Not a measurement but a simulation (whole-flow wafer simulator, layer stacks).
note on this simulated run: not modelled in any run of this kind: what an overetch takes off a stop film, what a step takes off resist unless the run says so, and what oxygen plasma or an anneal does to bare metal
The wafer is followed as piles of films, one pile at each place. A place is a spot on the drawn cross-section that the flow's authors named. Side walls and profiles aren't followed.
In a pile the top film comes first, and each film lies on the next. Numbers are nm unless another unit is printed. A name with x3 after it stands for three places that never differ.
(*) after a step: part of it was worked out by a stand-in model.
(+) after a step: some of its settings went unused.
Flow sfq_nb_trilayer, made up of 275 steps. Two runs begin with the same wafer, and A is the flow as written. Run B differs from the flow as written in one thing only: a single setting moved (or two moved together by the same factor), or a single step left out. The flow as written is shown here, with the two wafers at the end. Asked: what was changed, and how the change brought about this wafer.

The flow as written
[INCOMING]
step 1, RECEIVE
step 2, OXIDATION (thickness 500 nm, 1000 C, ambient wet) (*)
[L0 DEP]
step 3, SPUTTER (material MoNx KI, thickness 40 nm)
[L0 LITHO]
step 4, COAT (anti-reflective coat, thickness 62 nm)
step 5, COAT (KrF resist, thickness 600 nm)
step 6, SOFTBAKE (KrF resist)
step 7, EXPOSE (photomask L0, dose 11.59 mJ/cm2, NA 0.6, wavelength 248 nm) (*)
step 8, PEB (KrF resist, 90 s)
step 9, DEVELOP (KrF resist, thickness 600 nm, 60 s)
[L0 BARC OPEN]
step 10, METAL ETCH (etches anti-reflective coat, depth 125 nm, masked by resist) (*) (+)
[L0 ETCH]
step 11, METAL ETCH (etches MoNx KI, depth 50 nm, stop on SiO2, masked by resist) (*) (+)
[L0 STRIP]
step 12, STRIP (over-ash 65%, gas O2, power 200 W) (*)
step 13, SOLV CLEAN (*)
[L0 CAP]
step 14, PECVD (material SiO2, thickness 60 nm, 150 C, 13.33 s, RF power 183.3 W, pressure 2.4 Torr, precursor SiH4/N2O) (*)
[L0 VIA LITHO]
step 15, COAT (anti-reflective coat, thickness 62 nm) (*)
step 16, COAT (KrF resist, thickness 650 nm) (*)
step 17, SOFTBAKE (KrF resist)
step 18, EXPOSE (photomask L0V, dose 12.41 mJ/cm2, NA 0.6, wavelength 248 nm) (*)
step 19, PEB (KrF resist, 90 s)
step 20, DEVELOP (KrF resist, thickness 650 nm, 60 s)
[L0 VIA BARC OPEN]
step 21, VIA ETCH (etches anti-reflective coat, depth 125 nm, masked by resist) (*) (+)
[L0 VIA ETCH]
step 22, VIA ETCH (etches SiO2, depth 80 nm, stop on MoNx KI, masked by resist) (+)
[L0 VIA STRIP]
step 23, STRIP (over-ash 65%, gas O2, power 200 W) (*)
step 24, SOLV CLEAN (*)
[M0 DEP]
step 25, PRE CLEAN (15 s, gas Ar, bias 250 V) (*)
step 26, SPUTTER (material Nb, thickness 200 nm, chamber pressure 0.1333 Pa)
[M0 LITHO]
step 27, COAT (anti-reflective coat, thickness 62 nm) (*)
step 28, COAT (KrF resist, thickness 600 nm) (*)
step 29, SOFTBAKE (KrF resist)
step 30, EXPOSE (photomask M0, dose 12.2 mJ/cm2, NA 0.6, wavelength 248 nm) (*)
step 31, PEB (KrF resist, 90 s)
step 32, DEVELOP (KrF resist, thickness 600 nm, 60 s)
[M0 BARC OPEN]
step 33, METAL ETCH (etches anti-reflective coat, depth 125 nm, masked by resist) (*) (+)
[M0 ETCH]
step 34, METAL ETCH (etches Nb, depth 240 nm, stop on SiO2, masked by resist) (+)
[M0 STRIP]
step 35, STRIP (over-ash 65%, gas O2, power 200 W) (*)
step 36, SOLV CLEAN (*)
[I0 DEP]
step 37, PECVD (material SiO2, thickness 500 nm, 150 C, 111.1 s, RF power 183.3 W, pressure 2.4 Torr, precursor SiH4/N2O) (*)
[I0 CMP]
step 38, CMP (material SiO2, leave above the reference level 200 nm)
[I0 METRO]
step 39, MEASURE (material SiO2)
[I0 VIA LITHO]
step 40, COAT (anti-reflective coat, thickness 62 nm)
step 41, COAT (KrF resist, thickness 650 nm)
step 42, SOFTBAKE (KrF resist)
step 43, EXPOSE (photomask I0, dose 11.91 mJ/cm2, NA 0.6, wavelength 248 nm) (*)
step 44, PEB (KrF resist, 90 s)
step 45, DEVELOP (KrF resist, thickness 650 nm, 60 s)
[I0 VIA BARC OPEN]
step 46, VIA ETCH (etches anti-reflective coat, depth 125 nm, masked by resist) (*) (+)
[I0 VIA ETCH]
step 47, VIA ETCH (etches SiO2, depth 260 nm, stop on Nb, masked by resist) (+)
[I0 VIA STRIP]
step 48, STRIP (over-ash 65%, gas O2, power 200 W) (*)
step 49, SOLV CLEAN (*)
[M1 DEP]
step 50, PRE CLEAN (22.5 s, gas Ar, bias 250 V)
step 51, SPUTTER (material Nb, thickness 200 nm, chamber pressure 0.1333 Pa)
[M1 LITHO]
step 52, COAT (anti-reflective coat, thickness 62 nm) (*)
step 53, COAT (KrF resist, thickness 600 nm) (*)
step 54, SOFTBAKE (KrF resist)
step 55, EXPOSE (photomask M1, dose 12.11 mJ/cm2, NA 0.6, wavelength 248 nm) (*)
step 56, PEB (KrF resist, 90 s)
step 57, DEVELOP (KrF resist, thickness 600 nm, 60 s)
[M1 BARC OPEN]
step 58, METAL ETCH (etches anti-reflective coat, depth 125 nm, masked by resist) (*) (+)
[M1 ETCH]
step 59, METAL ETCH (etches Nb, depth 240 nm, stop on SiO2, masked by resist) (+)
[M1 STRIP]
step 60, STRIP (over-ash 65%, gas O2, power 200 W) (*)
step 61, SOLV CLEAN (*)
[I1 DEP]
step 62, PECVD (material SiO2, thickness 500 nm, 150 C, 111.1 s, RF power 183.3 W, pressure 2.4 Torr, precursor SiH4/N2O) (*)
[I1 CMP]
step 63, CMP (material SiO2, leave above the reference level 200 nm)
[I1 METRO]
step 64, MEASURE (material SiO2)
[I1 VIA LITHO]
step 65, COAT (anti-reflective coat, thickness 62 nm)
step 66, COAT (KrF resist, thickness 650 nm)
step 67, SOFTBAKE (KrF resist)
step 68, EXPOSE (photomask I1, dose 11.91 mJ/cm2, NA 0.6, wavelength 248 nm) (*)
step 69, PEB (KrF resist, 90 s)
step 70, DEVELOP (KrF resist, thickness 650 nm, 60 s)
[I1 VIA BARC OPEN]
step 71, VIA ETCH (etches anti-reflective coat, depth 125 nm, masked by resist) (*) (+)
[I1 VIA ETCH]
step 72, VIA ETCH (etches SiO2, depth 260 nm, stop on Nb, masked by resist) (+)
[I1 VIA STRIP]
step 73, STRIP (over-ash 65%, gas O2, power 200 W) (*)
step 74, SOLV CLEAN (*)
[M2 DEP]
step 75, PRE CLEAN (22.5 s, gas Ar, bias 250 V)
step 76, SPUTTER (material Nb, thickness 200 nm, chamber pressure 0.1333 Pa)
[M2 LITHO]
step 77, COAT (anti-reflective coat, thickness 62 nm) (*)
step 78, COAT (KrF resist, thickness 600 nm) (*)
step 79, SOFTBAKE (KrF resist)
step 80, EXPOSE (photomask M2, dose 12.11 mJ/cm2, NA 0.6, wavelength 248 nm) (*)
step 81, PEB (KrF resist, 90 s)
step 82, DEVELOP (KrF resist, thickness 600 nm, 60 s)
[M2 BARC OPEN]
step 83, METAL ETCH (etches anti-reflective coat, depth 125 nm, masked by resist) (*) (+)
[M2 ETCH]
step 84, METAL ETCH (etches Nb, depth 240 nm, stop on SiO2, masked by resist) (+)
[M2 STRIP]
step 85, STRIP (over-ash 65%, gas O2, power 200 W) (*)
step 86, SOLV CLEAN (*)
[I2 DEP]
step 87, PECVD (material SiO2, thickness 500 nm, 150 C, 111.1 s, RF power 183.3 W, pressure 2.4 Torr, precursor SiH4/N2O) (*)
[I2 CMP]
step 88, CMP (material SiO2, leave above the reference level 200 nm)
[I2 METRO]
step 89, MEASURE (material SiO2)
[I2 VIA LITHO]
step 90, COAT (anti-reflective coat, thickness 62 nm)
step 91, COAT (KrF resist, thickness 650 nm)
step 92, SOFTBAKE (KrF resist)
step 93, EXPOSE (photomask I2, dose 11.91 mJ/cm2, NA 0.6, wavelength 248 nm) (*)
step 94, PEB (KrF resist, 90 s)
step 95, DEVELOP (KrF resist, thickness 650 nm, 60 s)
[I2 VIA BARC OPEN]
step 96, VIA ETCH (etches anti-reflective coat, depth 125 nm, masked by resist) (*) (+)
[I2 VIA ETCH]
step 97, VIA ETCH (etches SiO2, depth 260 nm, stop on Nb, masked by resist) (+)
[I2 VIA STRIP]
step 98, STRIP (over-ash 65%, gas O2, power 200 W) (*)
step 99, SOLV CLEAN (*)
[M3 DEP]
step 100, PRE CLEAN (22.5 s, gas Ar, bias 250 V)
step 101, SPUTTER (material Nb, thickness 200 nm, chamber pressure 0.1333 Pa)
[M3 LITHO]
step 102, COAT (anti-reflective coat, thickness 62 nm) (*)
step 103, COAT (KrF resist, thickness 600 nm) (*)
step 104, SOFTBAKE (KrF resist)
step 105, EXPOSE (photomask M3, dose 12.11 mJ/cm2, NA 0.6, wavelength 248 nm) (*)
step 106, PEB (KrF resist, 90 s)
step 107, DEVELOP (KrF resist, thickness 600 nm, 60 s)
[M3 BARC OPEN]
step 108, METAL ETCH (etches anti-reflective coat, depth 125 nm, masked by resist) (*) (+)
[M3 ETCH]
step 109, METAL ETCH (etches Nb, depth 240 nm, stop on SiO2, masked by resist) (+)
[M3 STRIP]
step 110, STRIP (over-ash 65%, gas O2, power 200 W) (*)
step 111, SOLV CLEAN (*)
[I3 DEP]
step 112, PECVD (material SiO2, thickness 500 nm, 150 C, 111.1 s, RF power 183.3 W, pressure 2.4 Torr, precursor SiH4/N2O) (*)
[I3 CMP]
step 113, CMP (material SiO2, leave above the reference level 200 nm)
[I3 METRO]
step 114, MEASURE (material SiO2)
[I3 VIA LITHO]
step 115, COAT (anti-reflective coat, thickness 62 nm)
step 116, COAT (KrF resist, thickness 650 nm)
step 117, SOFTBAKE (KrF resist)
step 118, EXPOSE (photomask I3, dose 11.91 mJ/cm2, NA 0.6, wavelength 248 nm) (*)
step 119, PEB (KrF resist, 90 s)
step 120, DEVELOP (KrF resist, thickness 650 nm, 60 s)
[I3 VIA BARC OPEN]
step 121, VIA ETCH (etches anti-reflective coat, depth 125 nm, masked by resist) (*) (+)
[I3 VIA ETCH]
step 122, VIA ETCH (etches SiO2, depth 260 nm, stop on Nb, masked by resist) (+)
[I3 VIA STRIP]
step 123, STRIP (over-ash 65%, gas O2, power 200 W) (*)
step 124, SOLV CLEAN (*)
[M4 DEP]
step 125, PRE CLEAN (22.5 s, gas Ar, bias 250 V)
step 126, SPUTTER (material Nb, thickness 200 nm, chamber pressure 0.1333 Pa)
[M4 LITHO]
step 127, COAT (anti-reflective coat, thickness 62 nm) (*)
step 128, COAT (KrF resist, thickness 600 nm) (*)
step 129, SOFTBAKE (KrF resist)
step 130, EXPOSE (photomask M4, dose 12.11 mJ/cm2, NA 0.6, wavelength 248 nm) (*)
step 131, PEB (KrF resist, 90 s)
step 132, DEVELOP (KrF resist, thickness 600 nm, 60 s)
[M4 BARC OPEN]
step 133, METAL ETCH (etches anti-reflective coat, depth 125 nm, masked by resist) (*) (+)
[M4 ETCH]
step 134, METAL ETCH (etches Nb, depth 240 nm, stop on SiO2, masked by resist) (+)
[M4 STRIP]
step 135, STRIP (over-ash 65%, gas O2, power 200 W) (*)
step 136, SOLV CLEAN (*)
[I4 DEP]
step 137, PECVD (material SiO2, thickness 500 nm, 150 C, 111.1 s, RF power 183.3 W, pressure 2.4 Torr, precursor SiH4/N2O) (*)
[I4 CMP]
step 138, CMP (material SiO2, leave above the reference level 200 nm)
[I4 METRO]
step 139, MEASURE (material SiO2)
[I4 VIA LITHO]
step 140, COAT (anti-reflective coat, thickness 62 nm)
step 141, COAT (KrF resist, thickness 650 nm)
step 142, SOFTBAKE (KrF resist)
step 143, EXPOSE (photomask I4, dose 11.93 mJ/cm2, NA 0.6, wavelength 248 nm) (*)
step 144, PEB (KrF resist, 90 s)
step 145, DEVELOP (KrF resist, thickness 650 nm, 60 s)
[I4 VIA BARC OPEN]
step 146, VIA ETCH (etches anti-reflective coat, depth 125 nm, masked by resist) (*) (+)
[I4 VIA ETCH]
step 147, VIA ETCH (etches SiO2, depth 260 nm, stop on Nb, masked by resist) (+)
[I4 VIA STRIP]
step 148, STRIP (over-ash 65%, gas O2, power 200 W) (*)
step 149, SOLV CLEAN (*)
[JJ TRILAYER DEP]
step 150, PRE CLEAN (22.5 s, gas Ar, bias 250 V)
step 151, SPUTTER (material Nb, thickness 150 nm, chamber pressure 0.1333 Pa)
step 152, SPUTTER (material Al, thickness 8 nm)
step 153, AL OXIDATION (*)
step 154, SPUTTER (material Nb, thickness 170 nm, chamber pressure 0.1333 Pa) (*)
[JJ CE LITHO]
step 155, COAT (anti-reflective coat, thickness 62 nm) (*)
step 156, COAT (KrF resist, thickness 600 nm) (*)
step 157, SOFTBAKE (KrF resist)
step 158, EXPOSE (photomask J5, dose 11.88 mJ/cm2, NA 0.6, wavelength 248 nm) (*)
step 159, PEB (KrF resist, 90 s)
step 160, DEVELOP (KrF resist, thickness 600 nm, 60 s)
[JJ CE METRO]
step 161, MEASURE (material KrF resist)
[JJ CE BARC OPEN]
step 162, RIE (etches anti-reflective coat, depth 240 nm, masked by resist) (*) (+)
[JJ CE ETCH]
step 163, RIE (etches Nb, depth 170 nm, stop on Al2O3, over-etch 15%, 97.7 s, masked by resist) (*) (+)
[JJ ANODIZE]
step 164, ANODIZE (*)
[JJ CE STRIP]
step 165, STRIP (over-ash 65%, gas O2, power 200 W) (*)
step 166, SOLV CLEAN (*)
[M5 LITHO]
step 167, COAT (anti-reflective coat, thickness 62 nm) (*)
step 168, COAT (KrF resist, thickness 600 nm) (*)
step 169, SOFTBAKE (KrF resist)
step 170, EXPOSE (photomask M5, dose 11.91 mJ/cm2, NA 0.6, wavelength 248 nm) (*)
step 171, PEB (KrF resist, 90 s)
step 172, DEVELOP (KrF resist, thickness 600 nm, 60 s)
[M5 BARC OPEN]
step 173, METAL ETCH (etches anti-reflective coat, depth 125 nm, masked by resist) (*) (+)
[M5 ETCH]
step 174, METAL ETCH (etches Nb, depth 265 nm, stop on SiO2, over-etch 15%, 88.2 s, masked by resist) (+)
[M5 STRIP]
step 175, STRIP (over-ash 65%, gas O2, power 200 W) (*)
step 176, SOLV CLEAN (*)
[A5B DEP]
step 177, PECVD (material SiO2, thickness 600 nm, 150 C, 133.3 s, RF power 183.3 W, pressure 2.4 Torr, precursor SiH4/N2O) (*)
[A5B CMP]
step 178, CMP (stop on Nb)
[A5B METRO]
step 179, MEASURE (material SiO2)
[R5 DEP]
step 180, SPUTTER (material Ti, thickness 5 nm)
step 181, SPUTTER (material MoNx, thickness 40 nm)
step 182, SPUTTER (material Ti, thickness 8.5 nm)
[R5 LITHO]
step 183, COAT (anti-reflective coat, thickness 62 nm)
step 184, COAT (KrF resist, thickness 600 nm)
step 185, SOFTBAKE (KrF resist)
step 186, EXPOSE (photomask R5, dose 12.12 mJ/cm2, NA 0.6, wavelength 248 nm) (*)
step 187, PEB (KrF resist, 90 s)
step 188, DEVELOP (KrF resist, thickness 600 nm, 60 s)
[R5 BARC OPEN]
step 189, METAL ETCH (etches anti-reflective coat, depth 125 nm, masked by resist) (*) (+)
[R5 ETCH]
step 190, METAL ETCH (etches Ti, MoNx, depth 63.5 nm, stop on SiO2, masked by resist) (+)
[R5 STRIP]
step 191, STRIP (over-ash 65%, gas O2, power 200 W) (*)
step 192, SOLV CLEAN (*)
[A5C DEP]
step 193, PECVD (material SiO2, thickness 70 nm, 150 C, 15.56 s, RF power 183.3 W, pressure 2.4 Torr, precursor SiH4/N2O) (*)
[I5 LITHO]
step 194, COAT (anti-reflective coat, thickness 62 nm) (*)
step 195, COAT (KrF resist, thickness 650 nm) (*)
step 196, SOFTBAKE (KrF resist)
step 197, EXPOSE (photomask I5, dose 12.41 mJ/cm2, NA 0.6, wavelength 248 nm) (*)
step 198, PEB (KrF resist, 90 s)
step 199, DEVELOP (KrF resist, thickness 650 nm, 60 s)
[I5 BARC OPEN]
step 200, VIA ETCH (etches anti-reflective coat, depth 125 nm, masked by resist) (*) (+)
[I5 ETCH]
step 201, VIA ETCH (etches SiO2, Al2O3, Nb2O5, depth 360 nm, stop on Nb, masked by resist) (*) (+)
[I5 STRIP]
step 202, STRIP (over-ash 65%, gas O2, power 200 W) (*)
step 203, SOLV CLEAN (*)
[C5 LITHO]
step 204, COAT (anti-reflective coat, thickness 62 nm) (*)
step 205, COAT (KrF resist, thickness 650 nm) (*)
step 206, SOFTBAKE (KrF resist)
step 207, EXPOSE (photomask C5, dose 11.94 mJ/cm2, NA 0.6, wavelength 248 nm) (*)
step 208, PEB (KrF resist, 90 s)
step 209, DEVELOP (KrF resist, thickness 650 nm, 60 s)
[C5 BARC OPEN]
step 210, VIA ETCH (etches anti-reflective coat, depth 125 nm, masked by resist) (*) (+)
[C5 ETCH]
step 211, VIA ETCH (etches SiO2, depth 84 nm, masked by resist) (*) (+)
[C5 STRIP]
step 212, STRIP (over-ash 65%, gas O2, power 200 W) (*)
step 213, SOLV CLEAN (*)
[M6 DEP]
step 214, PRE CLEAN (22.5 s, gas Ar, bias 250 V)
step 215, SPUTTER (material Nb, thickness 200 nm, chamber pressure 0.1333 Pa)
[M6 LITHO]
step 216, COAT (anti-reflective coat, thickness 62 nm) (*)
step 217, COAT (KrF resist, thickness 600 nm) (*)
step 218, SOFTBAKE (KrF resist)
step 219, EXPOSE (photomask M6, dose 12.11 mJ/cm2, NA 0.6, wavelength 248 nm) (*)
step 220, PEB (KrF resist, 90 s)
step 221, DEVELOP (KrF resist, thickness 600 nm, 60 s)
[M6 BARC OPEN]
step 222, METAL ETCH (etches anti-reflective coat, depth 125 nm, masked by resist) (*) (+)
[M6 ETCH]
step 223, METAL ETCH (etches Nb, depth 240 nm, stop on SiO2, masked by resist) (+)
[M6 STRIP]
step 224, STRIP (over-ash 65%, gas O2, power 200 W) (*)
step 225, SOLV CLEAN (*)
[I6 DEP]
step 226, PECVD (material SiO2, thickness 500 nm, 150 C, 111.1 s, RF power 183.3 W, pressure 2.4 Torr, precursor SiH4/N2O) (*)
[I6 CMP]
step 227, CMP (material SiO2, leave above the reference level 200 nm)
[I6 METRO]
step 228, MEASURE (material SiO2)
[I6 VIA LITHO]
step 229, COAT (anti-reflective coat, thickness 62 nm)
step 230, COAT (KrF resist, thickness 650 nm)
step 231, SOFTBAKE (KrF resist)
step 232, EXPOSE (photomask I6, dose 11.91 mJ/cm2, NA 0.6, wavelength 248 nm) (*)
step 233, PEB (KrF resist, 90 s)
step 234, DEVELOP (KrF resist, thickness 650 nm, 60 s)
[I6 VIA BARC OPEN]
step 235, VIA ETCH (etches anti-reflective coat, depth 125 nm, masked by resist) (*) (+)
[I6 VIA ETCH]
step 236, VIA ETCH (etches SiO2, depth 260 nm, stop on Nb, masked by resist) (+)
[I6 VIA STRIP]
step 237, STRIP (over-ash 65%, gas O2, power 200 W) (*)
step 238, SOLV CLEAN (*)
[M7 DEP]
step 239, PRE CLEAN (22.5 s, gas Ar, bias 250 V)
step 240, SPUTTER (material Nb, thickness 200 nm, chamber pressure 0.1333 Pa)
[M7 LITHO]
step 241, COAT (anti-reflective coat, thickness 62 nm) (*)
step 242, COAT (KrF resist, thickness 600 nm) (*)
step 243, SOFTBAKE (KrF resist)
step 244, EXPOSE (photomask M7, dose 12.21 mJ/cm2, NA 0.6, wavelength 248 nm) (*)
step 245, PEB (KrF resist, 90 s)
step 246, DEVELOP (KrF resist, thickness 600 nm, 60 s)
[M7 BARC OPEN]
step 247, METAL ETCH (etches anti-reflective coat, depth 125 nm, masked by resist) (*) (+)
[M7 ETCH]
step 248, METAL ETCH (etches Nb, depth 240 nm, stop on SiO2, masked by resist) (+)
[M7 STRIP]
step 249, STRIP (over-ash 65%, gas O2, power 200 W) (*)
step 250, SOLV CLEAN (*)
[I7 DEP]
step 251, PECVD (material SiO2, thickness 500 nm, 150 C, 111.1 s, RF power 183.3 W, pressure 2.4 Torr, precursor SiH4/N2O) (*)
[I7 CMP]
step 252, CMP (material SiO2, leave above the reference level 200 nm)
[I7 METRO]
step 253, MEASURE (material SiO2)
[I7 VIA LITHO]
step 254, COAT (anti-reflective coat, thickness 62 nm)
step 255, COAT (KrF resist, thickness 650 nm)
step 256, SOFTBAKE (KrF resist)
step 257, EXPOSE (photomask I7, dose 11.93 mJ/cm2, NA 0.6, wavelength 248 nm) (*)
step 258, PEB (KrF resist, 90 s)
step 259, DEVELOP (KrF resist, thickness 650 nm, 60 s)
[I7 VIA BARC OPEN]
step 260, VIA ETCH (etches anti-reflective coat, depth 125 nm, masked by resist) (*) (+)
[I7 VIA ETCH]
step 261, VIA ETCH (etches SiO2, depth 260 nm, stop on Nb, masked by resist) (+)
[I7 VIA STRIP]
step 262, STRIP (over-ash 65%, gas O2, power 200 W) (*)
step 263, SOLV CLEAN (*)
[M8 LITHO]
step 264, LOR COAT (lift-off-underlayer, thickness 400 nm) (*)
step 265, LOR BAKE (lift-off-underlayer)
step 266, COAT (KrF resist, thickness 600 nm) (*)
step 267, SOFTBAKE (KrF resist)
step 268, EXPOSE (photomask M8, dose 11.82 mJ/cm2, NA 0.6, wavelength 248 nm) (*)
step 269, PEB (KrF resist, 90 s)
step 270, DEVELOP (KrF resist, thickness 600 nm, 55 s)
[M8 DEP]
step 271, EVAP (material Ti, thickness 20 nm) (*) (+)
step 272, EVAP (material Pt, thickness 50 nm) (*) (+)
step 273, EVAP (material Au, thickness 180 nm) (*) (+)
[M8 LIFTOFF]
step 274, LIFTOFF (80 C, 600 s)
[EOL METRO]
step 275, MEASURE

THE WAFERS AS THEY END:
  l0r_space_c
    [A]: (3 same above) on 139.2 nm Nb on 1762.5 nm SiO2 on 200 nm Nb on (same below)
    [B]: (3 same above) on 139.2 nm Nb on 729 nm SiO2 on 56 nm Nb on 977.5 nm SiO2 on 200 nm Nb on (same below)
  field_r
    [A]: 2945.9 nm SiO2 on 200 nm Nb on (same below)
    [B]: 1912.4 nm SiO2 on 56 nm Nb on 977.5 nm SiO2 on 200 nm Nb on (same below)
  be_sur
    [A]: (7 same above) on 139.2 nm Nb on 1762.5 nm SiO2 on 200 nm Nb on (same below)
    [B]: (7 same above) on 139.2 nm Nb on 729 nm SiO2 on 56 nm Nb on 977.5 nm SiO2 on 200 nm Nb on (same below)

Cause: step 109, METAL ETCH: depth 144 nm was run, whereas the flow has depth 240 nm.

Step by step, how the change led to this:
  step 109, METAL ETCH (etches Nb, depth 240 nm, stop on SiO2, masked by resist) (+)
      field_l, be, be_sur and 72 more: A -200 Nb (all of it) | B -144 Nb
      v_sur, via_wl, via_w and 28 more: A -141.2 KrF resist | B -84.7 KrF resist
  step 110, STRIP (over-ash 65%, gas O2, power 200 W) (*)
      p4_w1 x9, wl_j_sl, wl_jj and 13 more: A -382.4 KrF resist (all of it), -62 anti-reflective coat (all of it) | B -438.9 KrF resist (all of it), -62 anti-reflective coat (all of it)
      via_wl, via_wr: A -384.2 KrF resist (all of it), -34.2 anti-reflective coat (all of it) | B -440.7 KrF resist (all of it), -34.2 anti-reflective coat (all of it)
      (as well as at 5 more places)
  step 112, PECVD (material SiO2, thickness 500 nm, 150 C, 111.1 s, RF power 183.3 W, pressure 2.4 Torr, precursor SiH4/N2O) (*)
      field_l, be, be_sur and 64 more: A +500 SiO2 | B +500 SiO2 (new film)
      p4_g1 x2, p3_s0 x6: A +557.1 SiO2 | B +501.1 SiO2 (new film)
  step 113, CMP (material SiO2, leave above the reference level 200 nm)
      field_l, be, be_sur and 64 more: A -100 SiO2 | B -156 SiO2
With metal films that touch counted as one body, l0r_space_c has 3 bodies (between them, from the top down: SiO2 729; SiO2 977.5); the flow as written gives 2 bodies (between them, from the top down: SiO2 1762.5).
With metal films that touch counted as one body, field_r has 2 bodies (between them, from the top down: SiO2 977.5); the flow as written gives 1 body.
With metal films that touch counted as one body, be_sur has 5 bodies (between them, from the top down: SiO2 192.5; SiO2 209 / Al2O3 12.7 / Nb2O5 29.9; SiO2 729; SiO2 977.5); the flow as written gives 4 bodies (between them, from the top down: SiO2 192.5; SiO2 209 / Al2O3 12.7 / Nb2O5 29.9; SiO2 1762.5).
